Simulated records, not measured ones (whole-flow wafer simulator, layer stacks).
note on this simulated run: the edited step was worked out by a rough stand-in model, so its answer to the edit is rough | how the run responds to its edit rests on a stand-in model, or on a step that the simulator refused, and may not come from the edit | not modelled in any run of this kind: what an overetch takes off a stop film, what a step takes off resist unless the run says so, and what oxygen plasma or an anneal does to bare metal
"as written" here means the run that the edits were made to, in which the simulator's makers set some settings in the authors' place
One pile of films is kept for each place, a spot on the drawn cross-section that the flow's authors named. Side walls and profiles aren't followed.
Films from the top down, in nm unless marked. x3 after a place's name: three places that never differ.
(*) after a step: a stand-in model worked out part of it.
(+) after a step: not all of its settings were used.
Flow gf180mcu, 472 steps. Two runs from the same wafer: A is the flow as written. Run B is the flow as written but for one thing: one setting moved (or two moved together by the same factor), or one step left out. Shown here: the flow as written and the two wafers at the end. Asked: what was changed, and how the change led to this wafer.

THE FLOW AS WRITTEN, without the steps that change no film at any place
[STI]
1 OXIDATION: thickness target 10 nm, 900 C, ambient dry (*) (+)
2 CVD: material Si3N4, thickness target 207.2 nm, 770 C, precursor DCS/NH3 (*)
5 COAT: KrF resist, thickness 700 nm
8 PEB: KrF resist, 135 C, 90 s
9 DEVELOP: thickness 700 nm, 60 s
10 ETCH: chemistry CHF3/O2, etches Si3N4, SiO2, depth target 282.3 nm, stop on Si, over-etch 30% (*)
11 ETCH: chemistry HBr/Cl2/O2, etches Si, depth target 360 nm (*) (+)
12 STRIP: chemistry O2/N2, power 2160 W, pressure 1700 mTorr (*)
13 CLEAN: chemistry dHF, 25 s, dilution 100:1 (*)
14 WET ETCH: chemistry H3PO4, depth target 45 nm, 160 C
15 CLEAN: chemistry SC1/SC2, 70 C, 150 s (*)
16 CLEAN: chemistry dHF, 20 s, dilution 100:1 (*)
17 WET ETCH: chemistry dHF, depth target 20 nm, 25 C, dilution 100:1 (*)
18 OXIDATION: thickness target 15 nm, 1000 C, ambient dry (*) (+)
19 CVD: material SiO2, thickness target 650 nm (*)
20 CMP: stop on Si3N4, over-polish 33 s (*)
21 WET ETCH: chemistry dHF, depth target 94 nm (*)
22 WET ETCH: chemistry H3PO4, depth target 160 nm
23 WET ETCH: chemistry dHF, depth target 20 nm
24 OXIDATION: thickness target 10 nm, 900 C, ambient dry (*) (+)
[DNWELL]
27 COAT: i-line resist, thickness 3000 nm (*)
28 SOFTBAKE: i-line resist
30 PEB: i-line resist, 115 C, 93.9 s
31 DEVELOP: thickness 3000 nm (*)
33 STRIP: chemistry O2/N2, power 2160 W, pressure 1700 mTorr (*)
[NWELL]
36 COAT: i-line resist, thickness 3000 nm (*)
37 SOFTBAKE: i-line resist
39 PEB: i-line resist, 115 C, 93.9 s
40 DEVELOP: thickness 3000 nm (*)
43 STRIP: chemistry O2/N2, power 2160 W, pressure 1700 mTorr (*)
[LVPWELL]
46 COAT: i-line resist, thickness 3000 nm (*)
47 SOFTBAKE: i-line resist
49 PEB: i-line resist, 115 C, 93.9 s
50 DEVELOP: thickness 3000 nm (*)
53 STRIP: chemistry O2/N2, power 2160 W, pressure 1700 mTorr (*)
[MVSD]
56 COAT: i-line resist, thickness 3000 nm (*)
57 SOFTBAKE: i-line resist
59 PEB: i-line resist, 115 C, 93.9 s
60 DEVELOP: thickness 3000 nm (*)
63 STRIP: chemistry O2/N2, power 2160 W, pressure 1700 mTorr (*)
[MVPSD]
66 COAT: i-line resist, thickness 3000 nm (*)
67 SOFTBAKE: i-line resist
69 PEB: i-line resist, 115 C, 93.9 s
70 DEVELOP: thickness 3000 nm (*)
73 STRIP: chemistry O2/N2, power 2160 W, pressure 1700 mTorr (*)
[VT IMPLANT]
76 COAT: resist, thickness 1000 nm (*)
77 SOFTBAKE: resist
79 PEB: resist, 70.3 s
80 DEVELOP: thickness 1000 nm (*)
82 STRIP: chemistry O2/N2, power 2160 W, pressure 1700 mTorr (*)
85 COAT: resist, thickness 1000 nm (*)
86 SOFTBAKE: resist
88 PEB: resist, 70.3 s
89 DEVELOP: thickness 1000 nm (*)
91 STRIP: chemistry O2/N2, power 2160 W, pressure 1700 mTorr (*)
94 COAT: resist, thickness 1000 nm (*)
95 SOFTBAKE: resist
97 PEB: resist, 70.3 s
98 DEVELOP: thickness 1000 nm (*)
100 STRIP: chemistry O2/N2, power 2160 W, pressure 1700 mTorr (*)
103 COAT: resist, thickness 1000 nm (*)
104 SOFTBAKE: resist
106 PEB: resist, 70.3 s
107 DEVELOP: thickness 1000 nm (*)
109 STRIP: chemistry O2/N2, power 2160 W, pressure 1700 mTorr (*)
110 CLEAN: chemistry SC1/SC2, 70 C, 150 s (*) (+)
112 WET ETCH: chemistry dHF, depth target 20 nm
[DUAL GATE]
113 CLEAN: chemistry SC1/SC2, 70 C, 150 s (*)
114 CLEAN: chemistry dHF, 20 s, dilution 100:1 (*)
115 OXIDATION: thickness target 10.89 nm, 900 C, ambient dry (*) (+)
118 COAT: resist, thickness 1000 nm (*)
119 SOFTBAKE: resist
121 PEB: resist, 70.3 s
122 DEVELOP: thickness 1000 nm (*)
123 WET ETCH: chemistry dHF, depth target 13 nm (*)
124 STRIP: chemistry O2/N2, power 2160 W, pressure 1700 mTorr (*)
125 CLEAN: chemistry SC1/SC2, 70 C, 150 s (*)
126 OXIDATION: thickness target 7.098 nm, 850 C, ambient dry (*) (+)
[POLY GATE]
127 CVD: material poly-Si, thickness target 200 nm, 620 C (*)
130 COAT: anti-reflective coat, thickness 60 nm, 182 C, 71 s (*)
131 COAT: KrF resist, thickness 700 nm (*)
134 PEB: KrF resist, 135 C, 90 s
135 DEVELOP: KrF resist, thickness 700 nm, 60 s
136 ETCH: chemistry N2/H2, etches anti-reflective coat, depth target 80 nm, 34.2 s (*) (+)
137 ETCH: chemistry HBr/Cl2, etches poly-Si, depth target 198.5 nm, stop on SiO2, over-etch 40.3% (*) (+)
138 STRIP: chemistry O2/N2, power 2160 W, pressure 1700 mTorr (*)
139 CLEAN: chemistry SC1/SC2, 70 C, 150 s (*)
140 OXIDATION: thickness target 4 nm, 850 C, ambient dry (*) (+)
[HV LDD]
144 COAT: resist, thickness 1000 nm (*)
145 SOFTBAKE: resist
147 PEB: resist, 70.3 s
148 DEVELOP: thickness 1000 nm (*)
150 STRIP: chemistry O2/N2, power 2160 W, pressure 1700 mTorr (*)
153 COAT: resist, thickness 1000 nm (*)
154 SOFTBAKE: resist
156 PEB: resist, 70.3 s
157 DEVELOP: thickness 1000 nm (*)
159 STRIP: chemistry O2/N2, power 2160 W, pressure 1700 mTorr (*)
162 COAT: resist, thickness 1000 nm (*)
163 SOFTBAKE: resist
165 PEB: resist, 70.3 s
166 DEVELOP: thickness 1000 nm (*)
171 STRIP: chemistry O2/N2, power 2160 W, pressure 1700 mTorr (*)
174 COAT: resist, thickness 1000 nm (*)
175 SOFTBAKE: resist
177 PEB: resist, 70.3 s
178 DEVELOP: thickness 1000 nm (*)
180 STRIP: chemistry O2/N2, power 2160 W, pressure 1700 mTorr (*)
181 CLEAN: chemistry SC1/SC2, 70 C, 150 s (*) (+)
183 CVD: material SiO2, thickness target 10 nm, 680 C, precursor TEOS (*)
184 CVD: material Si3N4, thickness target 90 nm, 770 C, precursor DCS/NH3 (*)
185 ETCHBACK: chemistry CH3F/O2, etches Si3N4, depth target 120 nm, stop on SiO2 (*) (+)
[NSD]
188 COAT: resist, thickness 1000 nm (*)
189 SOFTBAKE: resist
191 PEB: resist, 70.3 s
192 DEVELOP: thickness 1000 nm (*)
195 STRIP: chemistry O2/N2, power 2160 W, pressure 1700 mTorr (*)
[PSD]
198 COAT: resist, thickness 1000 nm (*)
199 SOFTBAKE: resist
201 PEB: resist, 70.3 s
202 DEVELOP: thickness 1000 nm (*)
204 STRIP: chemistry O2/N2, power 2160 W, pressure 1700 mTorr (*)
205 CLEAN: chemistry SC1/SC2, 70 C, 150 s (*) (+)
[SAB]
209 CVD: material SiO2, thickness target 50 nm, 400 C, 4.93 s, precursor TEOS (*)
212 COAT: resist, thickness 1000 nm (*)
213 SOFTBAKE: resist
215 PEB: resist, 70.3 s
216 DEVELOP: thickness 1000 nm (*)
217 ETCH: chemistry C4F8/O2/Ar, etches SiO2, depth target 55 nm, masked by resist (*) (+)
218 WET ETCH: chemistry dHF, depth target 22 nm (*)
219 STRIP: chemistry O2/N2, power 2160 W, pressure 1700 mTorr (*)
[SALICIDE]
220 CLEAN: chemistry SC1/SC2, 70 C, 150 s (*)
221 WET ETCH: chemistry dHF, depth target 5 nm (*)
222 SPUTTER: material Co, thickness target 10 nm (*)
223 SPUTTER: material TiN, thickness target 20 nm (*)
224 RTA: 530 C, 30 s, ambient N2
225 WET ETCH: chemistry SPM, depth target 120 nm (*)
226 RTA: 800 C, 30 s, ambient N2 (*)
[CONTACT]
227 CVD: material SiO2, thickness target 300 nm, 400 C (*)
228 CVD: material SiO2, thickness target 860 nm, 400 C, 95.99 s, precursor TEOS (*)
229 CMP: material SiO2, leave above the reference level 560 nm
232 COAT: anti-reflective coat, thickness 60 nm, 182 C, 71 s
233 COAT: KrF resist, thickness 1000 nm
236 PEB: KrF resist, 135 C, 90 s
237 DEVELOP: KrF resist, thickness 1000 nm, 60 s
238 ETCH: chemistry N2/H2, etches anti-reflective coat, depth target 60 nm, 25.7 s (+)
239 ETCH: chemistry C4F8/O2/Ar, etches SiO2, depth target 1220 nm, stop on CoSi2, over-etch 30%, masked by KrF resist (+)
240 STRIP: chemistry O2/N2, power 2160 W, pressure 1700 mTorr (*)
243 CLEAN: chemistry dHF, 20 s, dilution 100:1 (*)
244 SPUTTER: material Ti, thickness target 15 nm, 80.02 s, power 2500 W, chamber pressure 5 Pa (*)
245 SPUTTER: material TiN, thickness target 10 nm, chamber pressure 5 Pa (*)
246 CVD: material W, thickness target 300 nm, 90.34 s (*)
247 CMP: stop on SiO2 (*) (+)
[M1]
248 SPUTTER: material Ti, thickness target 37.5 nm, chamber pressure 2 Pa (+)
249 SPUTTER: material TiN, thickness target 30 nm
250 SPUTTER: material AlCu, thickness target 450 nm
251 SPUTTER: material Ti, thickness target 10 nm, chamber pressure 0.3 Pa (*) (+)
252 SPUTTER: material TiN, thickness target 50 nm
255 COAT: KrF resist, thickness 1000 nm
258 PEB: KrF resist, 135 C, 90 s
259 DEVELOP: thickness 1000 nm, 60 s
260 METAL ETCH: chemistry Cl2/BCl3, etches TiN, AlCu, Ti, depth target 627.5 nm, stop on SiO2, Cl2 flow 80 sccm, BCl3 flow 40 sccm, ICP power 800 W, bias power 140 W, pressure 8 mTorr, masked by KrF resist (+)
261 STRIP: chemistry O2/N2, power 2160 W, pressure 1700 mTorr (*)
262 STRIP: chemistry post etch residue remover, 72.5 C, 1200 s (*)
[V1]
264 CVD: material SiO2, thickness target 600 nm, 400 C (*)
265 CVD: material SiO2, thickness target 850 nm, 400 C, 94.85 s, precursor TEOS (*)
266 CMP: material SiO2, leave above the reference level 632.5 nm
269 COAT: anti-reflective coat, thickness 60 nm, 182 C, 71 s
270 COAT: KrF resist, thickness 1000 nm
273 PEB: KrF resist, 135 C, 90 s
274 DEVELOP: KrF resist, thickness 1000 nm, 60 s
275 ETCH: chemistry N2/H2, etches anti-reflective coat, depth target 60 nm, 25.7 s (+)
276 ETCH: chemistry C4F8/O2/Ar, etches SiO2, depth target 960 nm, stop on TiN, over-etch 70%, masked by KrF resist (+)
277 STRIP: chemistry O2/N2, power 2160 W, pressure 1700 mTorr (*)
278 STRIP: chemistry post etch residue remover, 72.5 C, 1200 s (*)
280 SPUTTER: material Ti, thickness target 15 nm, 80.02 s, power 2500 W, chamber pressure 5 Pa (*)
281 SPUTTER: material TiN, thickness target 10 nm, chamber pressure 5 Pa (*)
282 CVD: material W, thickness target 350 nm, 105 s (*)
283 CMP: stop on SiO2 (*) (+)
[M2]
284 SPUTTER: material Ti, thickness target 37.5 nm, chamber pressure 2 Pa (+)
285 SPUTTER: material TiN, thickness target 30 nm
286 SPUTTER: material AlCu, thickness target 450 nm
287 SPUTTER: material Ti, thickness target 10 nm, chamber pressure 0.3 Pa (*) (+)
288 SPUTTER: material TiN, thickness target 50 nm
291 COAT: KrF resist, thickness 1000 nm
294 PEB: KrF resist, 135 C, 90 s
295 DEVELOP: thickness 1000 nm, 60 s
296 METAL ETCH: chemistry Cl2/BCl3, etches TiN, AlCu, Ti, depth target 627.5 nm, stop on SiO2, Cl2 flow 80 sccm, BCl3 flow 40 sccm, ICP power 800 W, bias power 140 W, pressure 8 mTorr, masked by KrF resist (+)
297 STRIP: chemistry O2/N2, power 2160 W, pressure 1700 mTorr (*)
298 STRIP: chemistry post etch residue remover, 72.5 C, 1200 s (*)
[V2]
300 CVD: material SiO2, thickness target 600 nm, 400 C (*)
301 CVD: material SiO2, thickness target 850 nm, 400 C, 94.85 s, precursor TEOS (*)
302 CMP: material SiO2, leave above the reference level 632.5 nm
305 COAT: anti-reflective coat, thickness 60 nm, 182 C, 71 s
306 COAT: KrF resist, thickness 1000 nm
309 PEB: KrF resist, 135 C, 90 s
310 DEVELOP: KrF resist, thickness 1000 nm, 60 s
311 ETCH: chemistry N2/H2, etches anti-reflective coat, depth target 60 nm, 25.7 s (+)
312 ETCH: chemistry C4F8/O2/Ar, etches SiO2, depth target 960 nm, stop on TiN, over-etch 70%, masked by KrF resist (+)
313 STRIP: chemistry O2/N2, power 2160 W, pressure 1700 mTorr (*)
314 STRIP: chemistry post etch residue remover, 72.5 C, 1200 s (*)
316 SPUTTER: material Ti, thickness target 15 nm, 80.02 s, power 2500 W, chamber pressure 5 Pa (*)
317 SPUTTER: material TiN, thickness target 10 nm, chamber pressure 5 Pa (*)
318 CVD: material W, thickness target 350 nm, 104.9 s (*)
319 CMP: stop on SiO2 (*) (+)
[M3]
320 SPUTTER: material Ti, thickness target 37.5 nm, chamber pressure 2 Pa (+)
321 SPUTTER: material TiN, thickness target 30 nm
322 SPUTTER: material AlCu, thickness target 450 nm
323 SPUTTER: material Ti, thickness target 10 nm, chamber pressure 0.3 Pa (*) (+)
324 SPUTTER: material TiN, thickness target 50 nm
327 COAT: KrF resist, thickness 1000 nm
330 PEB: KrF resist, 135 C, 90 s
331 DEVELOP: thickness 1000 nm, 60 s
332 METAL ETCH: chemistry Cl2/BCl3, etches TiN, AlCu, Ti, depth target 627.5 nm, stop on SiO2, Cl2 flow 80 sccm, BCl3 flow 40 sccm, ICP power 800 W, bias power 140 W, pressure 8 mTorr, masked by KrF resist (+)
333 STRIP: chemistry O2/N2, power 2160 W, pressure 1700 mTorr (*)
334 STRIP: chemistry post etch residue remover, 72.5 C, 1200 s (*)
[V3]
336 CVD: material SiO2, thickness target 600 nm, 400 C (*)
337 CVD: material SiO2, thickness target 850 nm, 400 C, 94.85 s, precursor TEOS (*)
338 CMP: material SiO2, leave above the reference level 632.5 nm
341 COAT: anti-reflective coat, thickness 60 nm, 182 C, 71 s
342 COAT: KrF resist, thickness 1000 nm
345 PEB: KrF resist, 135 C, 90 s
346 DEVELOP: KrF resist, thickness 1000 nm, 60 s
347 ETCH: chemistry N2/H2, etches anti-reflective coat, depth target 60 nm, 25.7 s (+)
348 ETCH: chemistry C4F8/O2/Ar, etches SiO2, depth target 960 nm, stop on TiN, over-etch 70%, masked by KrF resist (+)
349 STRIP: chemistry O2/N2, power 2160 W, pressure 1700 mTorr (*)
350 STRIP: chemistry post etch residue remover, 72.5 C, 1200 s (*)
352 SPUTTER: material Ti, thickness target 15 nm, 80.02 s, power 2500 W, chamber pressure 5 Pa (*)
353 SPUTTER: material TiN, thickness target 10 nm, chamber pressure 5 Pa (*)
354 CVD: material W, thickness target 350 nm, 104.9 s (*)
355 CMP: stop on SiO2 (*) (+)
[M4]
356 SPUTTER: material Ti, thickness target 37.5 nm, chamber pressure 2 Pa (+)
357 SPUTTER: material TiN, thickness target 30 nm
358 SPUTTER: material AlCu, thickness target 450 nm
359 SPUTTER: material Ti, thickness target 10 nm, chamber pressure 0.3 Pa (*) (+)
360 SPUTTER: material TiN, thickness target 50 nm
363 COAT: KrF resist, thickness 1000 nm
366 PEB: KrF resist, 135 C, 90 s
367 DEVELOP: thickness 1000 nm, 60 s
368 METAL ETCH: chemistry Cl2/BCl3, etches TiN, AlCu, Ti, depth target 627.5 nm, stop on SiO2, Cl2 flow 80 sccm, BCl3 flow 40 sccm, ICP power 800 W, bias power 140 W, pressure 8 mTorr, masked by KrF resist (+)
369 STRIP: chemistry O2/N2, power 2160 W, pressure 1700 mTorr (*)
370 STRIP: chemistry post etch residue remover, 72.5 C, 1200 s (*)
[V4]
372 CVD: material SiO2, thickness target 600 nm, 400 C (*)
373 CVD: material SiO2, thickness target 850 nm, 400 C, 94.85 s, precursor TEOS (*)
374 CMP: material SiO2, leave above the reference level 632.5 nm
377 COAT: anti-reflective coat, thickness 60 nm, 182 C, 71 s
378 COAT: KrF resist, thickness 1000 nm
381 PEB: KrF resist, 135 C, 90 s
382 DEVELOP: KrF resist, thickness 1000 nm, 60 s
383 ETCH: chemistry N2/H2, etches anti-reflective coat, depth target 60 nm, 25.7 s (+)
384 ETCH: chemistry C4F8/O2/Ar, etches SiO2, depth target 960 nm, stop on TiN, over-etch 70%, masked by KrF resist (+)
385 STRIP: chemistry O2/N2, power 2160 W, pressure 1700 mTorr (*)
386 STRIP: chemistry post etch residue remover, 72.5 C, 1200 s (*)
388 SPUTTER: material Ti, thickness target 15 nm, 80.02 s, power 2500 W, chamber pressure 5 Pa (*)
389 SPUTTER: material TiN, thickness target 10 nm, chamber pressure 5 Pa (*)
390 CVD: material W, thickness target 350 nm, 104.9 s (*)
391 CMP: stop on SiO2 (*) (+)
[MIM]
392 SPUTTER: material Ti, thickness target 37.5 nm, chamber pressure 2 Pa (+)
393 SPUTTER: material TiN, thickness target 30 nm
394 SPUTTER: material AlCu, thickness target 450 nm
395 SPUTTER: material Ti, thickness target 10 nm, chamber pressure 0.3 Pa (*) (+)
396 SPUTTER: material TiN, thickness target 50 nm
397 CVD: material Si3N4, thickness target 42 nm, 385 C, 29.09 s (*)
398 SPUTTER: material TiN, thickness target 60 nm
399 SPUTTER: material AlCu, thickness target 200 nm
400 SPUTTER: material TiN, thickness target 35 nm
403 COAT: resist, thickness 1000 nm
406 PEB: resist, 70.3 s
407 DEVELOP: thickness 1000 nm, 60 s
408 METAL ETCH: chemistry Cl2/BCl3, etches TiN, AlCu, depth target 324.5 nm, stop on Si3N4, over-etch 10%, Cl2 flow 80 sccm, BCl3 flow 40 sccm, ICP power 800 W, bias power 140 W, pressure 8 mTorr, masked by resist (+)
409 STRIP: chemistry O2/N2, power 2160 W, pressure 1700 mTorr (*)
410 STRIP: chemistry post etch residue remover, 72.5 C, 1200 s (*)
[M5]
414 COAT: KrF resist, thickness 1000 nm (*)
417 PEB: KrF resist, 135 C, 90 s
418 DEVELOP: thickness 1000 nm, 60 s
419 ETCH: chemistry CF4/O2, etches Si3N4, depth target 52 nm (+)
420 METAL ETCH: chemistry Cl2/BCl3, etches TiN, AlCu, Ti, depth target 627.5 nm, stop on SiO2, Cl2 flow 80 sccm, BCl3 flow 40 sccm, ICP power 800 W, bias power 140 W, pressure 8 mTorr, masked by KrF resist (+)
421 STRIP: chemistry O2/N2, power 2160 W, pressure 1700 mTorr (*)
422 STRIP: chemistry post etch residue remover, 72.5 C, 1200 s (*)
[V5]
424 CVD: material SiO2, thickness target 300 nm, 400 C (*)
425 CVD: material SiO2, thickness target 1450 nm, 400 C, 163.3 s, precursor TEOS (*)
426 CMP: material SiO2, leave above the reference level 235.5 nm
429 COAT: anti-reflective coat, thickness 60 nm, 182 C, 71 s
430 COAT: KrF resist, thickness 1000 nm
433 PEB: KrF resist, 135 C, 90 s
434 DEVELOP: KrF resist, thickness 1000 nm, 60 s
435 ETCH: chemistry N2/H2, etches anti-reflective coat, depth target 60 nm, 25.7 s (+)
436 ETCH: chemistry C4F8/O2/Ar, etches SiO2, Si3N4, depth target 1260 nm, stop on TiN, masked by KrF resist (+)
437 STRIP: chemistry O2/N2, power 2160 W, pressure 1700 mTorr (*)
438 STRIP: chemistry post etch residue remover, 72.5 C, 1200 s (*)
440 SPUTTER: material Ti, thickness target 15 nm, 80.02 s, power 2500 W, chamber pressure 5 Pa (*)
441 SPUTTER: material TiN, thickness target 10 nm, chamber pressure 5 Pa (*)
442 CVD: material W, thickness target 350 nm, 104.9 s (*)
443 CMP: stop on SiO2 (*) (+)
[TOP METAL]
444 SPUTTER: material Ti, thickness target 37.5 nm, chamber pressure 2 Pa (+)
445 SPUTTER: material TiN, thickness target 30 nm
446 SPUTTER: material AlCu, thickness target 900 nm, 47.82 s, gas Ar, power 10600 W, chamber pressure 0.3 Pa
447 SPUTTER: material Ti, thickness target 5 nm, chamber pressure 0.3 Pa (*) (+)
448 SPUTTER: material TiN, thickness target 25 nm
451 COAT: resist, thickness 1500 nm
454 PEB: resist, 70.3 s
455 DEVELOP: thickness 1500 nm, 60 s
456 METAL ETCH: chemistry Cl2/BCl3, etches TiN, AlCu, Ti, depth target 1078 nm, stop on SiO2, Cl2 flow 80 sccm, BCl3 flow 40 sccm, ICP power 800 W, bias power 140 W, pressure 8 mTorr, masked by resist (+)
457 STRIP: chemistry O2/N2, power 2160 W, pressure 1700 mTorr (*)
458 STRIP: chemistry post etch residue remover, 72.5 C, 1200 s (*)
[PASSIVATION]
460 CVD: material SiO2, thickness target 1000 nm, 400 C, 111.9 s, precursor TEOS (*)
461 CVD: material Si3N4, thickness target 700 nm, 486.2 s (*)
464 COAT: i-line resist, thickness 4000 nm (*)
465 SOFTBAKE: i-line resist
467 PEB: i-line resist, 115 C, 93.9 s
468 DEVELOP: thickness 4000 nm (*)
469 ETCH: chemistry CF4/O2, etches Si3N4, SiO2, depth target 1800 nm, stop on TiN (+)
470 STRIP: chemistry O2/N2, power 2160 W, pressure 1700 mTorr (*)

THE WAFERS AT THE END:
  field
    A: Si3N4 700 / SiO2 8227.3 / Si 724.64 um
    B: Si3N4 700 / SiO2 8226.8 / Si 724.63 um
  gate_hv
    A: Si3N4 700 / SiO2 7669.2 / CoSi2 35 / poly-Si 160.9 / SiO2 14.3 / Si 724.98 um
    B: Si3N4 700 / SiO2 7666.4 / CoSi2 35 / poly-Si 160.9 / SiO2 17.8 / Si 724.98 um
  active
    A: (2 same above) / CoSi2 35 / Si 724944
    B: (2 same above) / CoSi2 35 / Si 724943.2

The cause: step 115, OXIDATION: thickness target 14.81 nm was run, where the flow has thickness target 10.89 nm.

How the change led to this, step by step:
  115 OXIDATION: thickness target 10.89 nm, 900 C, ambient dry (*) (+)
      active, n_well, p_well and 40 more: A SiO2 +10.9 (new film), Si -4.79 | B SiO2 +14.8 (new film), Si -6.51
      sti, mim_1p0, pad and 19 more: A SiO2 +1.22, Si -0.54 | B SiO2 +1.99, Si -0.87
      (and at 27 more places)
  123 WET ETCH: chemistry dHF, depth target 13 nm (*)
      active, n_well, p_well and 12 more: A SiO2 -10.9 (all of it) | B SiO2 -13
  124 STRIP: chemistry O2/N2, power 2160 W, pressure 1700 mTorr (*)
      active, n_well, p_well and 12 more: A chemical SiO2 +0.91 (new film), Si -0.4 | B nothing
  126 OXIDATION: thickness target 7.098 nm, 850 C, ambient dry (*) (+)
      active, n_well, p_well and 12 more: A SiO2 +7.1 (new film), chemical SiO2 -0.76 (all of it), Si -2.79 | B SiO2 +5.63, Si -2.48
  130 COAT: anti-reflective coat, thickness 60 nm, 182 C, 71 s (*)
      p_well, spacer, sd_n: A anti-reflective coat +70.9 (new film) | B anti-reflective coat +72.5 (new film)
  136 ETCH: chemistry N2/H2, etches anti-reflective coat, depth target 80 nm, 34.2 s (*) (+)
      p_well, spacer, sd_n: A anti-reflective coat -70.9 (all of it), poly-Si -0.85 | B anti-reflective coat -72.5 (all of it), poly-Si -0.81
  189 SOFTBAKE: resist
      field__w9: A resist +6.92 | B resist -3.07
      active_hv: A resist +2.68 | B resist -0.58
      (and at 1 more place)
  199 SOFTBAKE: resist
      field__w9: A resist +6.92 | B resist -3.07
      active_hv: A resist +2.68 | B resist -0.58
      (and at 1 more place)
  218 WET ETCH: chemistry dHF, depth target 22 nm (*)
      ldn_tap, ldn_src, ldn_drn, ldp_tap, ldp_src, ldp_drn, ldp_gr: A SiO2 -16 (all of it) | B SiO2 -19.4 (all of it)
      ld_drn_n, ld_sd_p: A SiO2 -14.8 (all of it) | B SiO2 -18.3 (all of it)
      (and at 5 more places)
